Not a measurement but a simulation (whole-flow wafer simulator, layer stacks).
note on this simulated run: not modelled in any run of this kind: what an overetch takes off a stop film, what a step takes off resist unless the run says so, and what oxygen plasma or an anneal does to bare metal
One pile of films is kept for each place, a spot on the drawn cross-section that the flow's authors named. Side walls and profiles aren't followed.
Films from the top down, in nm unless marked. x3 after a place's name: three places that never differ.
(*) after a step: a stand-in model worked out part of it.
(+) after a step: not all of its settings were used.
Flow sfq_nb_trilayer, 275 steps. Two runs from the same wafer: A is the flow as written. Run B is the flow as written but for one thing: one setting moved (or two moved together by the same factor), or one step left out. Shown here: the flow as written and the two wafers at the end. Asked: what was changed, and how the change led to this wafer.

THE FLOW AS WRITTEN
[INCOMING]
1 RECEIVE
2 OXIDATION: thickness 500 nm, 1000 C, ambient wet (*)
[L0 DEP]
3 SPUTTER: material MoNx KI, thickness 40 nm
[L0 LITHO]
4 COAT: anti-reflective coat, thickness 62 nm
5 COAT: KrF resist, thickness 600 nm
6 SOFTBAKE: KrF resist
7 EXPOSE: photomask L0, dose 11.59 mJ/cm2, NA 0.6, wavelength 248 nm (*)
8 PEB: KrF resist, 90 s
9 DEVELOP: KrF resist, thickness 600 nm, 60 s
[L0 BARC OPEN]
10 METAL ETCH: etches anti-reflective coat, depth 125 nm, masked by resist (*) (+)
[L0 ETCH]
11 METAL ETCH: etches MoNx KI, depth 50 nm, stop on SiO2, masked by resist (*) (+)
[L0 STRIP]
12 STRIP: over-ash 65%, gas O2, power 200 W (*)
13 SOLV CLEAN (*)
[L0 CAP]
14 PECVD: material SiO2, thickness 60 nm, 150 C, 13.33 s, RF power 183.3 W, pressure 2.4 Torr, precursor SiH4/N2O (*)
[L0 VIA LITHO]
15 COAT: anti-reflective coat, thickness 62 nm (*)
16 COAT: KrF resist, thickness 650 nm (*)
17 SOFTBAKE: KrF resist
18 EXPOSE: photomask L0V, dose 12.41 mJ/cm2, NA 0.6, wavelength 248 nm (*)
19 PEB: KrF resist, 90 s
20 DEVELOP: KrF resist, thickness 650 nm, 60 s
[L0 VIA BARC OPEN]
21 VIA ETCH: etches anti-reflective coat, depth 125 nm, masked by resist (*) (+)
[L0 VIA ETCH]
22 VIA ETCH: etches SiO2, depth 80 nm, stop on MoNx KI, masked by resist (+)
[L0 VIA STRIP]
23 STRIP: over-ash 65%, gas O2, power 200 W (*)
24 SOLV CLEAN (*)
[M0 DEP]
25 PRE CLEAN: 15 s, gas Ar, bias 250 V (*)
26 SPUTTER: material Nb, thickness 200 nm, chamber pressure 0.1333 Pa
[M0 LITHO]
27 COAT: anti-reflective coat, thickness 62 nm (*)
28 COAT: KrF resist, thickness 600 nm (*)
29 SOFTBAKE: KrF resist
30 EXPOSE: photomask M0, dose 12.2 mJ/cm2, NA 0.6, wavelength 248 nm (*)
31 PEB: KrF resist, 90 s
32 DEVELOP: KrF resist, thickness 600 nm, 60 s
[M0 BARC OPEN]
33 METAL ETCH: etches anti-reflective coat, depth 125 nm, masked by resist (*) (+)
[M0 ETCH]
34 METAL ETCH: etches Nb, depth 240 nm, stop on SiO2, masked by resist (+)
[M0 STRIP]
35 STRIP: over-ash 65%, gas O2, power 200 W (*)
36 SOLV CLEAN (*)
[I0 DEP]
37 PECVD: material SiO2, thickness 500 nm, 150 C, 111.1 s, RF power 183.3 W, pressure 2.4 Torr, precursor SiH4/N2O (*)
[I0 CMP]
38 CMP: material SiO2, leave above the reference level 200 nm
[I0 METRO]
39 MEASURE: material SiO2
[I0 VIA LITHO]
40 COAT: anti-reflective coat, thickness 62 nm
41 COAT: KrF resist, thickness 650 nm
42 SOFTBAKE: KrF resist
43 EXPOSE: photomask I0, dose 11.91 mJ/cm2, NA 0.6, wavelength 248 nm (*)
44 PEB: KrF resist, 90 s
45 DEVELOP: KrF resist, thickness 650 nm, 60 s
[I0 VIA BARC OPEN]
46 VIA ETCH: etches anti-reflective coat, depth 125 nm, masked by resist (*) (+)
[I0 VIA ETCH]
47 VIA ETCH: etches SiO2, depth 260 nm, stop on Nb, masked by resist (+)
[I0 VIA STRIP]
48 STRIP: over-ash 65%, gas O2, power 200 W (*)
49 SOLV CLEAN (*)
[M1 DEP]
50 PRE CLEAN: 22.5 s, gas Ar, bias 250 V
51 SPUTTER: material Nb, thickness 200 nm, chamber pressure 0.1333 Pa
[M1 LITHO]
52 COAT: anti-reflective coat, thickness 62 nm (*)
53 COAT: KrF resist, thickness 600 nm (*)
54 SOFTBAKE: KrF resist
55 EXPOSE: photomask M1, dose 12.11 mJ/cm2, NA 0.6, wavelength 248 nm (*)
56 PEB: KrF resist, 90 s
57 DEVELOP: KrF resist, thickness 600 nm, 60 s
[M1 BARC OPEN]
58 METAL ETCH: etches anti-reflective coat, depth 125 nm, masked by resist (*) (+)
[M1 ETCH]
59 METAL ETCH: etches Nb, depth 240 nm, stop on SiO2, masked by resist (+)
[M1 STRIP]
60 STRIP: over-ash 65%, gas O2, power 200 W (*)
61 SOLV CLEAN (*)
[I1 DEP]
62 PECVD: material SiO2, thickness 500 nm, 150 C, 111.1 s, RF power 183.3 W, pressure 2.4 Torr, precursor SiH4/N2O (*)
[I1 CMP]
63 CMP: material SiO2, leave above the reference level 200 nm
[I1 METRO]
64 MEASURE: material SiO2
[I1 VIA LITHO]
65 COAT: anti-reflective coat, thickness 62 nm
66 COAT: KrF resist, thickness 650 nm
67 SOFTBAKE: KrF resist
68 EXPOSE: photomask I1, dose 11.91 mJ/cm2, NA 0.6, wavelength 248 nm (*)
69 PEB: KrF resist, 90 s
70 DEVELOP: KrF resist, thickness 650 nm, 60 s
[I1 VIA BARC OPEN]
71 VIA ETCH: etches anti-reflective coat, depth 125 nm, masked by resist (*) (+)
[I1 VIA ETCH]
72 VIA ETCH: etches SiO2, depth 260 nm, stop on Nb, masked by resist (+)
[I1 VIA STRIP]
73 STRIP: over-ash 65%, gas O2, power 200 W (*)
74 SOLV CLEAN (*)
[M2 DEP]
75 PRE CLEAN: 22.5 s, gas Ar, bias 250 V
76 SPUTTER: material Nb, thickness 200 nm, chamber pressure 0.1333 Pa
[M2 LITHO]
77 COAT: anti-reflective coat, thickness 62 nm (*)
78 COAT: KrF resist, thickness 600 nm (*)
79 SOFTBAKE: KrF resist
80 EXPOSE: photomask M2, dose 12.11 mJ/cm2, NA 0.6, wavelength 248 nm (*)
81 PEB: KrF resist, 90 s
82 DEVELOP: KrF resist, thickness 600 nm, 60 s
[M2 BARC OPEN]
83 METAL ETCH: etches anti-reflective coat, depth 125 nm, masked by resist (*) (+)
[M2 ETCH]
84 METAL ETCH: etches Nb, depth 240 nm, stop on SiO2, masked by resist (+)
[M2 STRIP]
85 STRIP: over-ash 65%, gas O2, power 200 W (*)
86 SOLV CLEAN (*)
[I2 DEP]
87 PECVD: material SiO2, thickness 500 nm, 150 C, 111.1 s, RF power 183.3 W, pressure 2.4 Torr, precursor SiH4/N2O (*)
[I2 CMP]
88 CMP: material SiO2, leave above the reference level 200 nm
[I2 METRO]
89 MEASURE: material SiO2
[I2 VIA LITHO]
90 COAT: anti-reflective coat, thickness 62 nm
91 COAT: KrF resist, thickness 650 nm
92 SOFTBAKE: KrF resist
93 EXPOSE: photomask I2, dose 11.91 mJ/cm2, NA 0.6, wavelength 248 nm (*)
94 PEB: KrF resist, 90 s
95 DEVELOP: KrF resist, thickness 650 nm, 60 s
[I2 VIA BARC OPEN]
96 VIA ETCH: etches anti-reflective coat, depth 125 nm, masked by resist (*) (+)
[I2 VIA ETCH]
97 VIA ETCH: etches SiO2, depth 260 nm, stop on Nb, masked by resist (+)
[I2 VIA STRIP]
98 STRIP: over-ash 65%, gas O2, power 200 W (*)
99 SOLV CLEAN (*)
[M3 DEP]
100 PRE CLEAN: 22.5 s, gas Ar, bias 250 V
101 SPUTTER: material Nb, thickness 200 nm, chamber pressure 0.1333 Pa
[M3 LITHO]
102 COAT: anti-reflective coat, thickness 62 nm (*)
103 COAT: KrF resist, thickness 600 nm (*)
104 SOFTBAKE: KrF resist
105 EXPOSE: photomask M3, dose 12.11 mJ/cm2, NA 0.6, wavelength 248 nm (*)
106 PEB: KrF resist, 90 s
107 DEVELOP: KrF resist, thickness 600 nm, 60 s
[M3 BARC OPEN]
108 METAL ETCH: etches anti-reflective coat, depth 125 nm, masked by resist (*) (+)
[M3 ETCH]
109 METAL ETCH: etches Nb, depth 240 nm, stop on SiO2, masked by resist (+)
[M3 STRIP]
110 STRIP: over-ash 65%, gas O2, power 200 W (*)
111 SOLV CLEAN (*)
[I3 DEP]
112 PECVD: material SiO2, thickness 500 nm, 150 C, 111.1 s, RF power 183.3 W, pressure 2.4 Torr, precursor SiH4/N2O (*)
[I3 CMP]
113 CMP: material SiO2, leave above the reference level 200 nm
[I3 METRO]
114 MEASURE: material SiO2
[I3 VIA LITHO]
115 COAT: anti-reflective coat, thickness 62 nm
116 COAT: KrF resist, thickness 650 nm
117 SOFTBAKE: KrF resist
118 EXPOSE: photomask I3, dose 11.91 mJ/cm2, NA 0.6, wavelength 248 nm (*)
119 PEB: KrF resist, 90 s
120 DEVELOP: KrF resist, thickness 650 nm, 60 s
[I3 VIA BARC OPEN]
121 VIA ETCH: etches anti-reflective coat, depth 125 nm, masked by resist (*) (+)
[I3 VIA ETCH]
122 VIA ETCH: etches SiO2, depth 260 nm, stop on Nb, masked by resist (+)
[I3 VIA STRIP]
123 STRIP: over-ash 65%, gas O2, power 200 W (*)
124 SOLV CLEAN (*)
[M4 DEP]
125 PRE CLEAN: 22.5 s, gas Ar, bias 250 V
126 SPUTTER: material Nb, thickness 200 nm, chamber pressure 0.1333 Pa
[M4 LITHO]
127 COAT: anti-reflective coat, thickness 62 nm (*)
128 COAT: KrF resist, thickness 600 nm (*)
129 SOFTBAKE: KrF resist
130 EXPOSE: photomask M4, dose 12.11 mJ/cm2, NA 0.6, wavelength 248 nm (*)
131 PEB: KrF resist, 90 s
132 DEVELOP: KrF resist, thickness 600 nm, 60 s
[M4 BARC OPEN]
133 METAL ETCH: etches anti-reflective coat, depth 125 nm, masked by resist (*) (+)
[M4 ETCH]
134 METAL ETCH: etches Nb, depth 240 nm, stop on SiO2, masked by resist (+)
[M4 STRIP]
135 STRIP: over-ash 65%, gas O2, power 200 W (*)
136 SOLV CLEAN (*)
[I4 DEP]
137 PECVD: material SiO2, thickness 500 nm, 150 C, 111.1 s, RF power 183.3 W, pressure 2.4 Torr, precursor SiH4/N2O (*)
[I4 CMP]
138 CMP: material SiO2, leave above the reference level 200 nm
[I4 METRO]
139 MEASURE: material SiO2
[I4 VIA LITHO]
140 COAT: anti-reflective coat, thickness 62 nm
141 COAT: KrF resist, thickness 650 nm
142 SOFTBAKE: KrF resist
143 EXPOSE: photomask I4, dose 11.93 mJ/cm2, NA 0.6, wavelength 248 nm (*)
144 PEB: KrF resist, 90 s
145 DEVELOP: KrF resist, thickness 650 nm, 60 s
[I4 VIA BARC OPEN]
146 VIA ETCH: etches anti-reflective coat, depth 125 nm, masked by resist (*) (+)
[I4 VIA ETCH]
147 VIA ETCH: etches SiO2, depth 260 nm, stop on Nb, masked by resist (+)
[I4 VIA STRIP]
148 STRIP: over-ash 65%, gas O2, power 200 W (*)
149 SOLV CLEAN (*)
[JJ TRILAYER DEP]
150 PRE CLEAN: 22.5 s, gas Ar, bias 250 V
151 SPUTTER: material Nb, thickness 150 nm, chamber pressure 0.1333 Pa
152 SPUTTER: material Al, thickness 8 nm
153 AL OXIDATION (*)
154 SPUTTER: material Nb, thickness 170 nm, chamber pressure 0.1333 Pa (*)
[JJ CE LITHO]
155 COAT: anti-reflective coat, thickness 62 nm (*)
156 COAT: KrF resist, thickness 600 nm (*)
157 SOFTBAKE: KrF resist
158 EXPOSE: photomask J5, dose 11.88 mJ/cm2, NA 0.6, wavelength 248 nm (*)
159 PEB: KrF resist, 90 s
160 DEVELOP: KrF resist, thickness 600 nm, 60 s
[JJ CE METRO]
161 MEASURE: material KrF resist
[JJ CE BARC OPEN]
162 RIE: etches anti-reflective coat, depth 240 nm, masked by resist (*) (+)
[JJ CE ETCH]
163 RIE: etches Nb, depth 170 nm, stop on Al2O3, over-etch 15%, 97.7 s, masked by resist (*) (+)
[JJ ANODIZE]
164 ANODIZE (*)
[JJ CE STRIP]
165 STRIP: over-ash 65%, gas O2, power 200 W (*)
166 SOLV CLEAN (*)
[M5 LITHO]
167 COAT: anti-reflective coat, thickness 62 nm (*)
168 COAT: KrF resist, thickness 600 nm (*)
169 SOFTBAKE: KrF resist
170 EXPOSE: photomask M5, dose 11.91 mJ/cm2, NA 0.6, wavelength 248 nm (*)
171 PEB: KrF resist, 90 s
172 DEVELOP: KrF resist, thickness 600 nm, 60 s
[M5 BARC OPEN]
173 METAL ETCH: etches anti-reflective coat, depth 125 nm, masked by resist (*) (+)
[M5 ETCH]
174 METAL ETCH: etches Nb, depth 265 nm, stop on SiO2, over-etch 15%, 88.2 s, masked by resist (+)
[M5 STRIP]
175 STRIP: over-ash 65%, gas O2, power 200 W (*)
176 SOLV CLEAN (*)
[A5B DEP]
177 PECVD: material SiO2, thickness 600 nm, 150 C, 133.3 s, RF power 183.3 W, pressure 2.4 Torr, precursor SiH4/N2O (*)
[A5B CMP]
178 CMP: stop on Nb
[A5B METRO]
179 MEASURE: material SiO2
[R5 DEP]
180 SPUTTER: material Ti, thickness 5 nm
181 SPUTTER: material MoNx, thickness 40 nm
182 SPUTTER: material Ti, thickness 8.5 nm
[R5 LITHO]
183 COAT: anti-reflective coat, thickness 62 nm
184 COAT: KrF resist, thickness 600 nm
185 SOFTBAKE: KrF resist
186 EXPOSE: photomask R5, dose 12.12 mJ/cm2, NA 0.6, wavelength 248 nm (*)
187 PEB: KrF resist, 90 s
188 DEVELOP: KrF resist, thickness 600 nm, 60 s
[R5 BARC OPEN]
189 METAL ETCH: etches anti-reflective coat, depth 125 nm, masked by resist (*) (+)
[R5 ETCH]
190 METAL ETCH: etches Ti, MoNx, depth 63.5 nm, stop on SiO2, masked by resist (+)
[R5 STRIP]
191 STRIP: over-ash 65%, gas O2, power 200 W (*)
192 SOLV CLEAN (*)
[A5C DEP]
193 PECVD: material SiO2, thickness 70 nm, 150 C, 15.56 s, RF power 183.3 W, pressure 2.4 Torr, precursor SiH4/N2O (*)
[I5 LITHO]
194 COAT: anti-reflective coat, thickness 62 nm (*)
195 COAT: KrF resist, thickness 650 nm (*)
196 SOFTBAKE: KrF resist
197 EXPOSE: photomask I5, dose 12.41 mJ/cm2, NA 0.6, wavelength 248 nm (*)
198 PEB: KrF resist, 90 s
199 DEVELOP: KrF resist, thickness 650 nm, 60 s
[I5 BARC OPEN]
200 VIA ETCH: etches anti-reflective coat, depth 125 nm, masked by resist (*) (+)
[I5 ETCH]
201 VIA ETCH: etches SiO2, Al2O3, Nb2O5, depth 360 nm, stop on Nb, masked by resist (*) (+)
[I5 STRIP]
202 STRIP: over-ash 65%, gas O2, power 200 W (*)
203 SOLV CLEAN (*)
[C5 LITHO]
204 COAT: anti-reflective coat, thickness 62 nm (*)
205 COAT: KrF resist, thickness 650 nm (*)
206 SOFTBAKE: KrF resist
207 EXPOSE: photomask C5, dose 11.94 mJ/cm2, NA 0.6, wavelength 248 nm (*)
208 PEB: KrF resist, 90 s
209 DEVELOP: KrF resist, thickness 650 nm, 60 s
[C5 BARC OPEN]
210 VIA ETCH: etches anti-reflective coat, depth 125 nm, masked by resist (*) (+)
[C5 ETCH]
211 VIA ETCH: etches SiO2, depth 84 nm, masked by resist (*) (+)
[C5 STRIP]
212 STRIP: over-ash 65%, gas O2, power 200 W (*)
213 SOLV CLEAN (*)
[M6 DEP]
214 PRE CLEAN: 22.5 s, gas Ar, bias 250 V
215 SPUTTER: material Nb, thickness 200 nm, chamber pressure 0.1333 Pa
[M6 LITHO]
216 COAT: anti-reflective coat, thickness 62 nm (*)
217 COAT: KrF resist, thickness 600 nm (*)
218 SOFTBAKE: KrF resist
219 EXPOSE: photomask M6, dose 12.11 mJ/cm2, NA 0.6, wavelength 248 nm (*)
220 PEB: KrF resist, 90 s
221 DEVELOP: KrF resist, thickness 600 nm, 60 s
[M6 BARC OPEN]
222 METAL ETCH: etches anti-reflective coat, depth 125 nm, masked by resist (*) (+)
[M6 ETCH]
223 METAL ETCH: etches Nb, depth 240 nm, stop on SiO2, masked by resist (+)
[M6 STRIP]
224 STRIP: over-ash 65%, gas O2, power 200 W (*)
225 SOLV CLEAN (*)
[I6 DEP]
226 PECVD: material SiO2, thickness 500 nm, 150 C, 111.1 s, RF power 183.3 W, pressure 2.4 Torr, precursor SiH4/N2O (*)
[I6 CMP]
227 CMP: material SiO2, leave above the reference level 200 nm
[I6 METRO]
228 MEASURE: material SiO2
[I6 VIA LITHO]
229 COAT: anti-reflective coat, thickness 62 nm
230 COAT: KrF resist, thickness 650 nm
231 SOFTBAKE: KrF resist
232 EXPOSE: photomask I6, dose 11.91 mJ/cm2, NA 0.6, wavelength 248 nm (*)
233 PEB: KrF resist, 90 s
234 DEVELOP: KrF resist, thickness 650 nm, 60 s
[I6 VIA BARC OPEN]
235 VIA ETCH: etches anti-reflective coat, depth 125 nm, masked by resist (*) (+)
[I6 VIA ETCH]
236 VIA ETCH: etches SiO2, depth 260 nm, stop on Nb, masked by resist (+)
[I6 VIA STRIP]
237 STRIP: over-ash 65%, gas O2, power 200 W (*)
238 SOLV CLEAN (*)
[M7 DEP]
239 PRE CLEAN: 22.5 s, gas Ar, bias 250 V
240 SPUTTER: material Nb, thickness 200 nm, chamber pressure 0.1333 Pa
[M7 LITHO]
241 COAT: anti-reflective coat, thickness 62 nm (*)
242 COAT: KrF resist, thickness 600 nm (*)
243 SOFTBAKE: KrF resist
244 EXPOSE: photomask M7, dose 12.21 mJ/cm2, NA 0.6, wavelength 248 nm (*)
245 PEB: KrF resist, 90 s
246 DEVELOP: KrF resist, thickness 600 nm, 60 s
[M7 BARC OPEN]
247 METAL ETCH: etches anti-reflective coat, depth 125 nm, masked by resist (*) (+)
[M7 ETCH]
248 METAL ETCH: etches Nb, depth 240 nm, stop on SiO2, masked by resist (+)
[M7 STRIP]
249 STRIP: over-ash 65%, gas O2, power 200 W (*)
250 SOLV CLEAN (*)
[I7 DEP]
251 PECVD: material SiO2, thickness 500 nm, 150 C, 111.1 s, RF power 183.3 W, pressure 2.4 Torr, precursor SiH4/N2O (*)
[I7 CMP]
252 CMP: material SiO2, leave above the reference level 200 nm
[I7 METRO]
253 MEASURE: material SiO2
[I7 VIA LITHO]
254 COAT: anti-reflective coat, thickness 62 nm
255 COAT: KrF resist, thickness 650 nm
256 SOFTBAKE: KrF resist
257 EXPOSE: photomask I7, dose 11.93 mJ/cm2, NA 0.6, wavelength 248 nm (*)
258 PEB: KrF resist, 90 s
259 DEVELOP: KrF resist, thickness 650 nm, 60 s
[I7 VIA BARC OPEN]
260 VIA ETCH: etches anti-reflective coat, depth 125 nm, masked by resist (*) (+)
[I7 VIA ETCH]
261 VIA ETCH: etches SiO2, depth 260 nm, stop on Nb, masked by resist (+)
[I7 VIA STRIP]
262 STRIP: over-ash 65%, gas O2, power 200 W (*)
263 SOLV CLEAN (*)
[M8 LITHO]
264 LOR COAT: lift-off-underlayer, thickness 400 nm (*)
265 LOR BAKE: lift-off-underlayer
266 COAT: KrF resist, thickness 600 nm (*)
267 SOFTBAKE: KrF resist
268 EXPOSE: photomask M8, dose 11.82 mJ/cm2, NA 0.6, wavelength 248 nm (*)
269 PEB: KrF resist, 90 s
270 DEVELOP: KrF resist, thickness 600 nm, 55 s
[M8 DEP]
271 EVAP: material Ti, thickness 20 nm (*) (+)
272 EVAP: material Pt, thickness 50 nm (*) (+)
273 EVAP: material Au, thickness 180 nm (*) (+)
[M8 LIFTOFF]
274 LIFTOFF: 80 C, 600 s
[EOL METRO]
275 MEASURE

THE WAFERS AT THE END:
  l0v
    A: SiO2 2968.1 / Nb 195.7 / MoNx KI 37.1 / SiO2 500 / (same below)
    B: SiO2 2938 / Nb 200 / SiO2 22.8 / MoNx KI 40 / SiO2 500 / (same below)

The cause: step 22, VIA ETCH: depth 32 nm was run, where the flow has depth 80 nm.

How the change led to this, step by step:
  22 VIA ETCH: etches SiO2, depth 80 nm, stop on MoNx KI, masked by resist (+)
      l0v: A SiO2 -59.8 (all of it) | B SiO2 -32
      field_l, v_sur, via_wl and 102 more: A KrF resist -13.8 | B KrF resist -5.52
  25 PRE CLEAN: 15 s, gas Ar, bias 250 V (*)
      l0v: A MoNx KI -2.91 | B SiO2 -5
  26 SPUTTER: material Nb, thickness 200 nm, chamber pressure 0.1333 Pa
      l0v: A Nb +195.7 (new film) | B Nb +200 (new film)
  27 COAT: anti-reflective coat, thickness 62 nm (*)
      l0_sur: A anti-reflective coat +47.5 (new film) | B anti-reflective coat +50.4 (new film)
      l0v: A anti-reflective coat +78 (new film) | B anti-reflective coat +70 (new film)
  28 COAT: KrF resist, thickness 600 nm (*)
      l0v: A KrF resist +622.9 (new film) | B KrF resist +607 (new film)
  35 STRIP: over-ash 65%, gas O2, power 200 W (*)
      l0_sur: A KrF resist -372 (all of it), anti-reflective coat -47.5 (all of it) | B KrF resist -373.5 (all of it), anti-reflective coat -50.4 (all of it)
      l0v: A KrF resist -405.3 (all of it), anti-reflective coat -78 (all of it) | B KrF resist -389.3 (all of it), anti-reflective coat -70 (all of it)
  38 CMP: material SiO2, leave above the reference level 200 nm
      l0v: A SiO2 -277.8 | B SiO2 -307.8
Counting metal films that touch as one body, l0v has 2 bodies (between them, from the top down: SiO2 22.8); the flow as written gives 1 body.
